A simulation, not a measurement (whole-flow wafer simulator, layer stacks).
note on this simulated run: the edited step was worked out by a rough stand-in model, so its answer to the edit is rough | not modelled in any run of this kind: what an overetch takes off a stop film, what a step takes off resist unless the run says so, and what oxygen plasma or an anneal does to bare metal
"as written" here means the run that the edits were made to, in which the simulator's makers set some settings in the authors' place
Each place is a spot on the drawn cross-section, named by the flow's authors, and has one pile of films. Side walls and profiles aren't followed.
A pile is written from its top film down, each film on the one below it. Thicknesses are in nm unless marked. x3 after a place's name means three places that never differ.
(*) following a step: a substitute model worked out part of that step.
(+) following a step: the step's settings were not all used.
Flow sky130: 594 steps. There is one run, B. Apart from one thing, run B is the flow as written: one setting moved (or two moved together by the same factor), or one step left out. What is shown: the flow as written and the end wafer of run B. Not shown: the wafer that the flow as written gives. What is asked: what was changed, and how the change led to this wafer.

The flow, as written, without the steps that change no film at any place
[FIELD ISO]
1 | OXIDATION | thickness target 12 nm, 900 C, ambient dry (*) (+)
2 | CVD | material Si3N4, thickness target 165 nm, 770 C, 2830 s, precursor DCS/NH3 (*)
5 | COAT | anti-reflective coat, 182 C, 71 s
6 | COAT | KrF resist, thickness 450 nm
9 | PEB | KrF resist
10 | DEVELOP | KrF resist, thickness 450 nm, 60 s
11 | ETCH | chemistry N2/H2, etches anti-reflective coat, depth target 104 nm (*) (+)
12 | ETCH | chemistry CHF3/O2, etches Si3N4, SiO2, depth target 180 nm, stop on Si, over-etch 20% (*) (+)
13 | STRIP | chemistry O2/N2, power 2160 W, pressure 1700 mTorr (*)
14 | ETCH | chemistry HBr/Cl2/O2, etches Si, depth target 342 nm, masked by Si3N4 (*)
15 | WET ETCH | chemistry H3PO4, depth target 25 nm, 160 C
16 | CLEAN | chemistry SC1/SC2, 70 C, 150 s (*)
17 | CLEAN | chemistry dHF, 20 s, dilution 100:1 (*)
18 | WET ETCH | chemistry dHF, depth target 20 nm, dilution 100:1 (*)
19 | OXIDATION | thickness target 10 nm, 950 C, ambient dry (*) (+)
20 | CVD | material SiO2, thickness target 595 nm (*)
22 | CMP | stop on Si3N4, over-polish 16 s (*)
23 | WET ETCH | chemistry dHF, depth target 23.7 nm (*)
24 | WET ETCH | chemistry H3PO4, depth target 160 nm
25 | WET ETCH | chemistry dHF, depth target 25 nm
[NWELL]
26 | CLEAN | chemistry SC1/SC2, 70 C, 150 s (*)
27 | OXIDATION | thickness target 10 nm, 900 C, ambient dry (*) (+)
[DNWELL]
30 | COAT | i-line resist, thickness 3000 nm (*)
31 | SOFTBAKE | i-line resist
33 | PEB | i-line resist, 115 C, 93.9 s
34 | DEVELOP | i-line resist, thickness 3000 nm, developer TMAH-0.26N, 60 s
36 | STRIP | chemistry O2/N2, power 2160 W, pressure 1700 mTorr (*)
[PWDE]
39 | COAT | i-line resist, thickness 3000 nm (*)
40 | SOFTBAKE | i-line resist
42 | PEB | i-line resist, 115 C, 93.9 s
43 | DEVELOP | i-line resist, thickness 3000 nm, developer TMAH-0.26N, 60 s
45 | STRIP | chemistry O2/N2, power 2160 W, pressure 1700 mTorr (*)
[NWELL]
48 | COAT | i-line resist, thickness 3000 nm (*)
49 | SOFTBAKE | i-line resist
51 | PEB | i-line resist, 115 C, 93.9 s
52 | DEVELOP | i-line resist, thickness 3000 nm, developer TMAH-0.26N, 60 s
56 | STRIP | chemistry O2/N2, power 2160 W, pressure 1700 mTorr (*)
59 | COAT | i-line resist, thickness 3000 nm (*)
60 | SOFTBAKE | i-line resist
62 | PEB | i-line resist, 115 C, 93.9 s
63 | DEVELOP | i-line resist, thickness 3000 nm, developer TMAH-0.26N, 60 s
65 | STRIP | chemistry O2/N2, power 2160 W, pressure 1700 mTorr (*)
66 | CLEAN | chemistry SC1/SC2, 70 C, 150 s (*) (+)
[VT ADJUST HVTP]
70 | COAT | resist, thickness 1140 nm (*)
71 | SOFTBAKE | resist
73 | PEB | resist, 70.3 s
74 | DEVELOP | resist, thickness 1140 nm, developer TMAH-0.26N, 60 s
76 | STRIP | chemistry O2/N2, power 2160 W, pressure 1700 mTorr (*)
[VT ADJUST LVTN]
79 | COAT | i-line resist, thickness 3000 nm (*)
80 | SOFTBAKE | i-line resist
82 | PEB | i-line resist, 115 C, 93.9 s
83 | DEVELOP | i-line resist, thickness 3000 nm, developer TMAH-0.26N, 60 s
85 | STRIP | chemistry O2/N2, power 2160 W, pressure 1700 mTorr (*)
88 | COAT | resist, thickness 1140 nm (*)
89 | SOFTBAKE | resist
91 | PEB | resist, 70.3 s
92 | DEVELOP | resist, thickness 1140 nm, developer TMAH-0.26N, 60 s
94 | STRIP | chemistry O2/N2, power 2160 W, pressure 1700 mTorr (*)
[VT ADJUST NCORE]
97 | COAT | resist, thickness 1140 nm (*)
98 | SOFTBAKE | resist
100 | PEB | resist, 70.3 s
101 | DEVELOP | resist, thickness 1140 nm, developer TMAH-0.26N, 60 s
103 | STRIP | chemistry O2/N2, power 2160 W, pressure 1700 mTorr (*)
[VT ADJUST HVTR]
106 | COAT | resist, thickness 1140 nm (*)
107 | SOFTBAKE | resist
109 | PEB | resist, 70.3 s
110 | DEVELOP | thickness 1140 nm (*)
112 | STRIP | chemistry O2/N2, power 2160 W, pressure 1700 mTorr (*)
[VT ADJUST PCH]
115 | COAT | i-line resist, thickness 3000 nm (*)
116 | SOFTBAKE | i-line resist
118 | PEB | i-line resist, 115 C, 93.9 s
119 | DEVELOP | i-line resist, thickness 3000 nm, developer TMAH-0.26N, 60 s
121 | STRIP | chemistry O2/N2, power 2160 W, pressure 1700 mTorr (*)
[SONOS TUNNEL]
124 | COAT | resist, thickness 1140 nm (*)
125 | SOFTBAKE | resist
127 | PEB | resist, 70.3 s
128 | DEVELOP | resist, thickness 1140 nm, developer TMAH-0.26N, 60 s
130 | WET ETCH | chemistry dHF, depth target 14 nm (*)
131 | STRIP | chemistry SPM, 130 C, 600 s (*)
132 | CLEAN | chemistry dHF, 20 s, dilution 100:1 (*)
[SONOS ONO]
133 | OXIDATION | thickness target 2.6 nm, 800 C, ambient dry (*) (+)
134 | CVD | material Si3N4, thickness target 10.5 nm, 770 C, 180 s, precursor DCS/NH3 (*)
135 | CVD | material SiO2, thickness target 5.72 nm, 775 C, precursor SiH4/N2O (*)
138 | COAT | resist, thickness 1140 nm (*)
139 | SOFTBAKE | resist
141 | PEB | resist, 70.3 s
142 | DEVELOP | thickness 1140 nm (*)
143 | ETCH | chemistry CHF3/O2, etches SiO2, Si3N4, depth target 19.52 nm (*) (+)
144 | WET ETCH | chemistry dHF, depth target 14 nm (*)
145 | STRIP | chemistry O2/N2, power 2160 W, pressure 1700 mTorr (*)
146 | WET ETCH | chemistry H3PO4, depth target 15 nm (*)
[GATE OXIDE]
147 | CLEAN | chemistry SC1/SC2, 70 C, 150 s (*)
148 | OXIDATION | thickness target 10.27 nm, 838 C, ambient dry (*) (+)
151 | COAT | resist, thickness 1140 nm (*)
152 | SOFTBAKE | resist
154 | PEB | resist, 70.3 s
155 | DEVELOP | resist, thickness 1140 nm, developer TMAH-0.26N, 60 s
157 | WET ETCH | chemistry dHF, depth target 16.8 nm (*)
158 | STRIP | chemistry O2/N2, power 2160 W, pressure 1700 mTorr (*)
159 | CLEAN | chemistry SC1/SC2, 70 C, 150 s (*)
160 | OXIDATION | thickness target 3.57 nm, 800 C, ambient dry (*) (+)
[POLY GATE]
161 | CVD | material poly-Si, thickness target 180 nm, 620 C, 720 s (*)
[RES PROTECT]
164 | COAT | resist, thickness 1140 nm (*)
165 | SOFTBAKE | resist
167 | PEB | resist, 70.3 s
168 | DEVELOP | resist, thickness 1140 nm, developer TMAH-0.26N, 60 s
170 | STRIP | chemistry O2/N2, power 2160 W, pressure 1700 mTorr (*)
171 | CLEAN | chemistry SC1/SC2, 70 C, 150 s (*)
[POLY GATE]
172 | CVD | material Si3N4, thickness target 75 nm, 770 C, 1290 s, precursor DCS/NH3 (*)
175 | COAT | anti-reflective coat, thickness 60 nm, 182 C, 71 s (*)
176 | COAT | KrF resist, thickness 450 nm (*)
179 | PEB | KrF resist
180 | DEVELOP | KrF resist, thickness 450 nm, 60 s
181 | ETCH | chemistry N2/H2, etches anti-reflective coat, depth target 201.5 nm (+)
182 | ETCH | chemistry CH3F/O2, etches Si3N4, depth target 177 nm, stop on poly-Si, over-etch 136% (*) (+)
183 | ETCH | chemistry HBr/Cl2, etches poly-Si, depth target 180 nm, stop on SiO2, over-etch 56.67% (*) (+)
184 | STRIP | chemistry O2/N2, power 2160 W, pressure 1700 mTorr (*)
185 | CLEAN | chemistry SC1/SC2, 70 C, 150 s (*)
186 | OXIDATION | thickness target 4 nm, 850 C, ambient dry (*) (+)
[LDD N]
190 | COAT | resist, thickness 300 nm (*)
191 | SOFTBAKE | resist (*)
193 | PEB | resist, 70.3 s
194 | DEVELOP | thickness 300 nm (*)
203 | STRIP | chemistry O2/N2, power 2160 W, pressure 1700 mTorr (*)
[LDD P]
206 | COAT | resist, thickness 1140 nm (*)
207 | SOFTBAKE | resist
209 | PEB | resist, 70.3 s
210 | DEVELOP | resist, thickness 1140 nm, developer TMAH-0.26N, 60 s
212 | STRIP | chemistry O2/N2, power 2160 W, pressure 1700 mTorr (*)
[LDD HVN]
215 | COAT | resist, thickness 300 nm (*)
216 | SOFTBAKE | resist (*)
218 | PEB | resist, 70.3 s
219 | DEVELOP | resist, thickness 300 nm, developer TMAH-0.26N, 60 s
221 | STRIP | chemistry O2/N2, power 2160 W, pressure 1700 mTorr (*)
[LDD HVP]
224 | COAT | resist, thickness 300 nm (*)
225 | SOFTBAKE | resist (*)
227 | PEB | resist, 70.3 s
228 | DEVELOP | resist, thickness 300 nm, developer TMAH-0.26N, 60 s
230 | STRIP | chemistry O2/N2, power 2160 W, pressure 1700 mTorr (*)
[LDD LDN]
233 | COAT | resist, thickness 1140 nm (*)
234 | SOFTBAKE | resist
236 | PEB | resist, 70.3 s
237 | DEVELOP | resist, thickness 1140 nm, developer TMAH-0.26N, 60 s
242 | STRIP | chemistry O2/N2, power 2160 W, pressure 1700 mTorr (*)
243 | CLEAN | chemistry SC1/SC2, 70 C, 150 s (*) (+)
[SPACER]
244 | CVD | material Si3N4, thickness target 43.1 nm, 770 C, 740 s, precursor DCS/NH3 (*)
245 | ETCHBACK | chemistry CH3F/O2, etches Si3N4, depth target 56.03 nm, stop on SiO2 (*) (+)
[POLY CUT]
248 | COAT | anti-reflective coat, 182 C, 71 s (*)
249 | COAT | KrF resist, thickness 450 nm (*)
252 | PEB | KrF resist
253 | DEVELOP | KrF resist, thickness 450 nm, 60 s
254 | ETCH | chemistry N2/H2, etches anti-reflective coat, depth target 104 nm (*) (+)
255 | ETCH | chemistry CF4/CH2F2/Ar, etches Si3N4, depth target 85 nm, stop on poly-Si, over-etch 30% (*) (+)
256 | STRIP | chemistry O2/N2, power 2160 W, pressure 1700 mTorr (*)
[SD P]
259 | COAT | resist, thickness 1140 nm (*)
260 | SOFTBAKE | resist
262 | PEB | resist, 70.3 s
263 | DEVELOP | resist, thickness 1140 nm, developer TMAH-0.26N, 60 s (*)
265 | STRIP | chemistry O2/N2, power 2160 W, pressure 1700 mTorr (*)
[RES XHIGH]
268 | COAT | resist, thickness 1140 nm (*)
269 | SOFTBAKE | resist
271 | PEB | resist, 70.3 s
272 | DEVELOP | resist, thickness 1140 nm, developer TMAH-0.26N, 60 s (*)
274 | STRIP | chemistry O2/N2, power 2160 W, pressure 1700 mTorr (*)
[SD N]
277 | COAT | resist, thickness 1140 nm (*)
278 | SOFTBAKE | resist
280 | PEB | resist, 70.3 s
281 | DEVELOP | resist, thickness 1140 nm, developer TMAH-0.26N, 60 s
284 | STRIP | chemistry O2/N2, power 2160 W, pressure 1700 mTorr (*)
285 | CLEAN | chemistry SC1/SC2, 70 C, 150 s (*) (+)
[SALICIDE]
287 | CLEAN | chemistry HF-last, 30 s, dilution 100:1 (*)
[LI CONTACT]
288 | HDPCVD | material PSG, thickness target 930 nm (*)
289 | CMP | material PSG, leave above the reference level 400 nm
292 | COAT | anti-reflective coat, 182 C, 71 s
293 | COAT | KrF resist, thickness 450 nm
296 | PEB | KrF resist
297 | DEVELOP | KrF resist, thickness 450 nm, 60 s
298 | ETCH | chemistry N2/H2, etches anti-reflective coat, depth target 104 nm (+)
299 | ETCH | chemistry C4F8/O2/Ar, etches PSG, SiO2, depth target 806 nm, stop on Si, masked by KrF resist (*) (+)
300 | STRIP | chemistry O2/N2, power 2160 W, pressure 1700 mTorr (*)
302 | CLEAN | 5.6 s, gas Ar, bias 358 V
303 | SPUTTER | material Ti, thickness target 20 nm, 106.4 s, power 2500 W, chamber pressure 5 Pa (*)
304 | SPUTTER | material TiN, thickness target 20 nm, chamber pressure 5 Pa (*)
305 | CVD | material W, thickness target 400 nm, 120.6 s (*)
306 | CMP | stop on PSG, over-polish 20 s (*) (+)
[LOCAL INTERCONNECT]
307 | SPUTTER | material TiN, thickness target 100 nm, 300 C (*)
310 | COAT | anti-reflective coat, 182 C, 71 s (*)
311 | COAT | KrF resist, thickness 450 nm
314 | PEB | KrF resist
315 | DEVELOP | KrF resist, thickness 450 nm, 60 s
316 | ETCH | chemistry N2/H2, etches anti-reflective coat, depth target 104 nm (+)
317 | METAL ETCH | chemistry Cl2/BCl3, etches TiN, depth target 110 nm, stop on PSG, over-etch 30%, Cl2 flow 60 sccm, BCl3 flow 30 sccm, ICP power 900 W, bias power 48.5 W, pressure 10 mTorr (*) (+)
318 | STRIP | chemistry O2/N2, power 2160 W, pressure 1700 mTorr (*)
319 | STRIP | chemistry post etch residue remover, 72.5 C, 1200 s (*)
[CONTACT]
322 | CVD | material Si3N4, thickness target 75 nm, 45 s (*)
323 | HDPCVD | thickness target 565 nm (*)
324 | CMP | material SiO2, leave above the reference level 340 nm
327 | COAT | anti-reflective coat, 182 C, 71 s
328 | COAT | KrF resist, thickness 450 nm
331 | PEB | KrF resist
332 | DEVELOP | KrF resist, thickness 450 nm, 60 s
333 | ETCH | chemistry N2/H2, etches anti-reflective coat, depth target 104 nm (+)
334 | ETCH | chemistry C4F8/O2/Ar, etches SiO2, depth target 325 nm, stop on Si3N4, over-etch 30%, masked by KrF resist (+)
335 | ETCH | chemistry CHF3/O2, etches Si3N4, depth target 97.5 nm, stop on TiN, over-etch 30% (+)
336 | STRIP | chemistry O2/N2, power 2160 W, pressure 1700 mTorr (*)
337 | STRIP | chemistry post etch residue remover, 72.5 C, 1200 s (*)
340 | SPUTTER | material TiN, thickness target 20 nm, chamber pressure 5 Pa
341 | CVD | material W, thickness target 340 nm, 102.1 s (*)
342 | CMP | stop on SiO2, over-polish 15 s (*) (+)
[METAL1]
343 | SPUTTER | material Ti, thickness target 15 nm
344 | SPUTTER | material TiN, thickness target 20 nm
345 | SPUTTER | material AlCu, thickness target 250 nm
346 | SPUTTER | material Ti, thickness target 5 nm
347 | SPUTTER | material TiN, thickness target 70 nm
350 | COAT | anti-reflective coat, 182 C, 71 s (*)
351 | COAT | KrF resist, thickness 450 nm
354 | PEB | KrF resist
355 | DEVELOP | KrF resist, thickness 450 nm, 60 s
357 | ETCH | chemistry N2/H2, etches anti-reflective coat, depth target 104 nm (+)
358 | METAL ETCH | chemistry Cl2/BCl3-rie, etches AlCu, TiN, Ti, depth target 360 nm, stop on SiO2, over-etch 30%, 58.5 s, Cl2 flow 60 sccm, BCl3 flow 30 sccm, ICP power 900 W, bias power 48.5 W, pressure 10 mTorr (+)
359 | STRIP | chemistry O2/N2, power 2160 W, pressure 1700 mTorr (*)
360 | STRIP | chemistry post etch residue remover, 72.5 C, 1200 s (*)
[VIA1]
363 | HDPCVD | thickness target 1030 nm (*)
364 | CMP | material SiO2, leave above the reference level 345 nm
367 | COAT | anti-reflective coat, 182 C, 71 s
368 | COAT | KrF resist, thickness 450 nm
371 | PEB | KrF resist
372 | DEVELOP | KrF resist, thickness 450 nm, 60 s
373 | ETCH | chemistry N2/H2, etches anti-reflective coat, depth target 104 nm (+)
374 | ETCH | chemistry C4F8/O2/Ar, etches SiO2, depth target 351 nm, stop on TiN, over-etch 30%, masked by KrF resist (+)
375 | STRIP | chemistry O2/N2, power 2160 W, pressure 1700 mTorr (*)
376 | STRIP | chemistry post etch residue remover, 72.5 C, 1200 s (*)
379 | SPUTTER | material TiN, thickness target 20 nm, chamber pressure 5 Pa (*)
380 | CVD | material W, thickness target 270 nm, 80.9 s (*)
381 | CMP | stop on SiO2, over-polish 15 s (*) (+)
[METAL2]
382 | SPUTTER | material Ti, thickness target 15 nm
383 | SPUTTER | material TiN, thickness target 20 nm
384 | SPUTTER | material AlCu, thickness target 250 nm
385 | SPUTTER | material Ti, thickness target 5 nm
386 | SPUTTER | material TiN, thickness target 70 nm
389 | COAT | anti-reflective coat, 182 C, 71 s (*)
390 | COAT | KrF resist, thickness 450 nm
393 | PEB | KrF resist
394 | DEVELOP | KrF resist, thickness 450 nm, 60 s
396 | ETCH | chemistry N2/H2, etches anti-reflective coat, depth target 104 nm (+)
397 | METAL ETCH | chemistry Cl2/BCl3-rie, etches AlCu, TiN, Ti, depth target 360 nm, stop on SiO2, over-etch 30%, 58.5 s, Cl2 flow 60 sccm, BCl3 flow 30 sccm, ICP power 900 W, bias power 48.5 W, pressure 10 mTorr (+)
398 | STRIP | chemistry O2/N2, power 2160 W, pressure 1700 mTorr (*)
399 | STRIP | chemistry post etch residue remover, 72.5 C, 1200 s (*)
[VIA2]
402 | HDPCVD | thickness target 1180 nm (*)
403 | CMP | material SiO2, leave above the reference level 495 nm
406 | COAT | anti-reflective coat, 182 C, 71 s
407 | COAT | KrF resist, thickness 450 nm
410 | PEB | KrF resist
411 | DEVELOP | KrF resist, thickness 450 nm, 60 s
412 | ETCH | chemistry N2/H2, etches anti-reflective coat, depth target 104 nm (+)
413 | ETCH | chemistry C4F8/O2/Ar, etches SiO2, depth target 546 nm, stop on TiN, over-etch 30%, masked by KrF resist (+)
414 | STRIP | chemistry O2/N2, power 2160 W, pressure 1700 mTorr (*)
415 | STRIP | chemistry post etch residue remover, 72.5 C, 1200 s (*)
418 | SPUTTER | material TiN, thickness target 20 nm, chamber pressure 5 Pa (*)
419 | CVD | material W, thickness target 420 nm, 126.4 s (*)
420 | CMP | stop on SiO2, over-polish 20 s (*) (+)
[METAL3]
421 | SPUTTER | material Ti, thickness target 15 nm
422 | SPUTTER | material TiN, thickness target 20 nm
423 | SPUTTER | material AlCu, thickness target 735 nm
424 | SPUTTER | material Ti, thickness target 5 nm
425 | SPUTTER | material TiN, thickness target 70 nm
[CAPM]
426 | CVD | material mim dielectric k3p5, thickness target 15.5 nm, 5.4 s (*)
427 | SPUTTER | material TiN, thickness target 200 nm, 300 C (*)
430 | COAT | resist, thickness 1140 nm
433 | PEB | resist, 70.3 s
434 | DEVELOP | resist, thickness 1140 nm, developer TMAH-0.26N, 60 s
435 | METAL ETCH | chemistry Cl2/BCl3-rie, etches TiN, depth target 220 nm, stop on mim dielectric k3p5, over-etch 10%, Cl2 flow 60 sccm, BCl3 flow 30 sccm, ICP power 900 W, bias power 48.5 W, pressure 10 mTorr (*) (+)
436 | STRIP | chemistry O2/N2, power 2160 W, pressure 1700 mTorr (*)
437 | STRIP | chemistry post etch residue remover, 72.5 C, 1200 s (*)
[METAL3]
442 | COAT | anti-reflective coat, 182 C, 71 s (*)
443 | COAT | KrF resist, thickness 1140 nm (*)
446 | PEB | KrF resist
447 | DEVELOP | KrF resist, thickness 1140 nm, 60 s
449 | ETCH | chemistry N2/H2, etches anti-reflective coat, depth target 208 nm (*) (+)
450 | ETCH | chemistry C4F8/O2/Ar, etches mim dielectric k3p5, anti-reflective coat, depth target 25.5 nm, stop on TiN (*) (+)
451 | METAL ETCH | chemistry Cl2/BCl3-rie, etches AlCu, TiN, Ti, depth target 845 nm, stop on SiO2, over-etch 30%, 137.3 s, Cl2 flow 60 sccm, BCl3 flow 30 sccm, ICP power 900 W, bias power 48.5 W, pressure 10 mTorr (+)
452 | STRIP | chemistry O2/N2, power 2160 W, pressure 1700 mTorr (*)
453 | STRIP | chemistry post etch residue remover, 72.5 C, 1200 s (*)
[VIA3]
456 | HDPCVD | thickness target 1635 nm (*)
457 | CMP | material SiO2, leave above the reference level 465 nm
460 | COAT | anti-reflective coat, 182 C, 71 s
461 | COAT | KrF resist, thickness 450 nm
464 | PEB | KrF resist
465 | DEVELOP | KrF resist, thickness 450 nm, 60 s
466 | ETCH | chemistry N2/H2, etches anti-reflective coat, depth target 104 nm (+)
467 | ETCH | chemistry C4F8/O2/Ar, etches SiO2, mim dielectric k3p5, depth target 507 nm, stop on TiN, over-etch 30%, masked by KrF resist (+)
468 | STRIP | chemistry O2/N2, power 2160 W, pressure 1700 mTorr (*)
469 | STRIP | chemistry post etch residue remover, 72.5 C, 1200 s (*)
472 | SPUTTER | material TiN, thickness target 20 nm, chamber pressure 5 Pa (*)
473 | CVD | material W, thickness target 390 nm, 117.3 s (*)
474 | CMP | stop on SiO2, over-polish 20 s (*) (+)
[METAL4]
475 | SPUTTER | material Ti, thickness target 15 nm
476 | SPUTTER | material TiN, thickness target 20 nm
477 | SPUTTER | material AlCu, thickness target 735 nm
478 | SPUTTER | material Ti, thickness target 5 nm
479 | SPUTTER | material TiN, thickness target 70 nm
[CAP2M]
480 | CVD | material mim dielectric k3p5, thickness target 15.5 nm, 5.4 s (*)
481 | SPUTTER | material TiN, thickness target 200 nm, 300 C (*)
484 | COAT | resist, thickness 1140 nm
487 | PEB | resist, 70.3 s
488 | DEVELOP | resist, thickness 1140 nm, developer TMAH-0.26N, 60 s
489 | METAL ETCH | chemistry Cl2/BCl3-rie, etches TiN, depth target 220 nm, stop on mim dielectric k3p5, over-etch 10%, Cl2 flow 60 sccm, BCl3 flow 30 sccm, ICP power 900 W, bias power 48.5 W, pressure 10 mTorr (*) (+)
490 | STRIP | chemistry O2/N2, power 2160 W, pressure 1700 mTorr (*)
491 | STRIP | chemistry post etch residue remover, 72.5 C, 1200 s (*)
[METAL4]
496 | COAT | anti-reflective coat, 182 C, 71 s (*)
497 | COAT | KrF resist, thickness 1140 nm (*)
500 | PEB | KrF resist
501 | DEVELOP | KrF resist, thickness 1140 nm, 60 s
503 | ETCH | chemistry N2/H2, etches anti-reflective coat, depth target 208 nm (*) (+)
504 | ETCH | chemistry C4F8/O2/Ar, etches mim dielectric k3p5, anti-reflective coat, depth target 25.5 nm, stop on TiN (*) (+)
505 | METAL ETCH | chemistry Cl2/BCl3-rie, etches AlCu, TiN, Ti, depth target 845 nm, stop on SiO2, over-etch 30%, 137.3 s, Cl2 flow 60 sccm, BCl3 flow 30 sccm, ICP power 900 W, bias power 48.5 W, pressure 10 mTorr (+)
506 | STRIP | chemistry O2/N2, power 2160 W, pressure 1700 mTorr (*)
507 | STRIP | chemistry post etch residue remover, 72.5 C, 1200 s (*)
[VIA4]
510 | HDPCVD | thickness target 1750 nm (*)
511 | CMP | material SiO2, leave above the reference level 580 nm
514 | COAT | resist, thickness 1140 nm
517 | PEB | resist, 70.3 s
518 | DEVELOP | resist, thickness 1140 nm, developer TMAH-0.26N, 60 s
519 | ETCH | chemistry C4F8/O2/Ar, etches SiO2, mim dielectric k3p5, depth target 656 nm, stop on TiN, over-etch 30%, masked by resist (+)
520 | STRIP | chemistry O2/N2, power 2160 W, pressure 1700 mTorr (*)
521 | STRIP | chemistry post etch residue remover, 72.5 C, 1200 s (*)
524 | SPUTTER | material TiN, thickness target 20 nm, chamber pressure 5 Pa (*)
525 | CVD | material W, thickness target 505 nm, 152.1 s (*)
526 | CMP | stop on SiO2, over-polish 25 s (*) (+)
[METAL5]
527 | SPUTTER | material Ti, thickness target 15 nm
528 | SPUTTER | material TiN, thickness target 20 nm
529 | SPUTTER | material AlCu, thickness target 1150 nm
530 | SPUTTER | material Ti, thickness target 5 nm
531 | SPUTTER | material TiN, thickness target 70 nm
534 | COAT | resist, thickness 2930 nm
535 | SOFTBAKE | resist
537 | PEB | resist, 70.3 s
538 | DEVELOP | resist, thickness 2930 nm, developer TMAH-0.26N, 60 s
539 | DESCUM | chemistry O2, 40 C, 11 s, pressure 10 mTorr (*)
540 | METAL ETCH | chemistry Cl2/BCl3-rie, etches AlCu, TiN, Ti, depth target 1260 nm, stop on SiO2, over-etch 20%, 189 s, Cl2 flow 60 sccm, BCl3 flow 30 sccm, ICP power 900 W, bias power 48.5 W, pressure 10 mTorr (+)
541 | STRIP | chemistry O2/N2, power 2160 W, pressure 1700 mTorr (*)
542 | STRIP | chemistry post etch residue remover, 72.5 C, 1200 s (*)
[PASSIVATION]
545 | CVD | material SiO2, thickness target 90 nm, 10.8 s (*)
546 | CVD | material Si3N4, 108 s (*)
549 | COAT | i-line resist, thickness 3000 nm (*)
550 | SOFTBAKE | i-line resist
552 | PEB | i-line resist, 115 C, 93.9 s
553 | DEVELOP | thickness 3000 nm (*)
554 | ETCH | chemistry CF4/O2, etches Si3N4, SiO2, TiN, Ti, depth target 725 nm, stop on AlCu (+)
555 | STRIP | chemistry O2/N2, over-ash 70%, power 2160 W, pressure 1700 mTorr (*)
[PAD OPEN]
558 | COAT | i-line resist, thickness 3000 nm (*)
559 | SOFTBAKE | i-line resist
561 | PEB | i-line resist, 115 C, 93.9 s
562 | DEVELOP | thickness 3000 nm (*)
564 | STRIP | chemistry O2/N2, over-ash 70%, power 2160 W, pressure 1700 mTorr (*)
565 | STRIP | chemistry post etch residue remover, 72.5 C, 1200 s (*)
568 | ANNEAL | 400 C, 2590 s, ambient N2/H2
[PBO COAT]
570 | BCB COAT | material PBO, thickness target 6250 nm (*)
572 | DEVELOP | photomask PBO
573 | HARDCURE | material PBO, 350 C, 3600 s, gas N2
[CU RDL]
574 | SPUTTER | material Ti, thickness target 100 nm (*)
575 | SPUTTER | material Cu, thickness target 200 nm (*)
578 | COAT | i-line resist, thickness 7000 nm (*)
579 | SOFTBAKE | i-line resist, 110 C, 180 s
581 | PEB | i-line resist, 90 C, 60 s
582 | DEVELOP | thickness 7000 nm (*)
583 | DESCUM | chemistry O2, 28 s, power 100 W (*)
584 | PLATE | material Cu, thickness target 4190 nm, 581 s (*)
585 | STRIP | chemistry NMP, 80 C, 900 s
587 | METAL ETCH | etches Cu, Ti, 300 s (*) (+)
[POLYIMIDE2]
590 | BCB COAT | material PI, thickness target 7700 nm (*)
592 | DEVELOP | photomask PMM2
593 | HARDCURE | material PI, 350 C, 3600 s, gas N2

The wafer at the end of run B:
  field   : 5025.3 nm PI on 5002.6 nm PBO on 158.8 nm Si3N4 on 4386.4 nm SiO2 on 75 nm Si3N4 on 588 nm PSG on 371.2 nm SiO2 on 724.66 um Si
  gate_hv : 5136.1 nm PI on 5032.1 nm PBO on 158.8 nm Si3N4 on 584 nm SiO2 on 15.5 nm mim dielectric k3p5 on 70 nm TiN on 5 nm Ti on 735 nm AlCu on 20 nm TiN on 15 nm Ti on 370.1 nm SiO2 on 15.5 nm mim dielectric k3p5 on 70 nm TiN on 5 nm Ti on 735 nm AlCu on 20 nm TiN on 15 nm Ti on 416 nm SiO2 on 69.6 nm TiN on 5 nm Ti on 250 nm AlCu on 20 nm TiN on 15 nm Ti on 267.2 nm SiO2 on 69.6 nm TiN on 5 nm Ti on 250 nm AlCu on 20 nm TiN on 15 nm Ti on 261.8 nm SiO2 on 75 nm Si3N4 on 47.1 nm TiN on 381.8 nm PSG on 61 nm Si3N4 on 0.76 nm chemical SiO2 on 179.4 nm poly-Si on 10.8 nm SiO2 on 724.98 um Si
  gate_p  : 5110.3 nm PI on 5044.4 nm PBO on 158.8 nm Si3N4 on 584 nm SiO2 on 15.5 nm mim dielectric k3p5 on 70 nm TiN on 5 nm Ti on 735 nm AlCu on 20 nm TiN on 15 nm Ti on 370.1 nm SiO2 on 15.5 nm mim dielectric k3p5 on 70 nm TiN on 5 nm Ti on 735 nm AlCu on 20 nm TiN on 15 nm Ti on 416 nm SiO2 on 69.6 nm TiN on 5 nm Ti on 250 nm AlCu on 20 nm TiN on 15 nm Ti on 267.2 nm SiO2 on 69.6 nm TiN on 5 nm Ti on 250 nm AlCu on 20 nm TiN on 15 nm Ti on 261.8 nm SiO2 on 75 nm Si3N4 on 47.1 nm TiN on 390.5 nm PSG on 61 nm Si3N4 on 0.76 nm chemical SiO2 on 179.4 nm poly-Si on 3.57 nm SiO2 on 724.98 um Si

What caused this: step 307, SPUTTER: thickness target 47.5 nm was run, though the flow has thickness target 100 nm.

Step by step, how the change led to this:
  307 | SPUTTER | material TiN, thickness target 100 nm, 300 C (*)
      field, active, n_well and 188 more: +47.5 TiN (new film) (in the flow as written it would be: +100 TiN (new film))
  317 | METAL ETCH | chemistry Cl2/BCl3, etches TiN, depth target 110 nm, stop on PSG, over-etch 30%, Cl2 flow 60 sccm, BCl3 flow 30 sccm, ICP power 900 W, bias power 48.5 W, pressure 10 mTorr (*) (+)
      n_well, p_well, gate_hv and 97 more: -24 KrF resist (in the flow as written it would be: -44 KrF resist)
      field, active, gate and 88 more: -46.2 TiN (all of it) (in the flow as written it would be: -98.7 TiN (all of it))
  318 | STRIP | chemistry O2/N2, power 2160 W, pressure 1700 mTorr (*)
      n_well, p_well, gate_hv and 93 more: -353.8 KrF resist (all of it), -80 anti-reflective coat (all of it) (in the flow as written it would be: -333.8 KrF resist (all of it), -80 anti-reflective coat (all of it))
      poly_licon, ndiff_licon, ndiff_licon_cpp, rpo_hd_licon: -353.9 KrF resist (all of it), -80.5 anti-reflective coat (all of it) (in the flow as written it would be: -333.9 KrF resist (all of it), -80.5 anti-reflective coat (all of it))
  324 | CMP | material SiO2, leave above the reference level 340 nm
      field, active, gate and 88 more: -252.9 SiO2 (in the flow as written it would be: -200.4 SiO2)
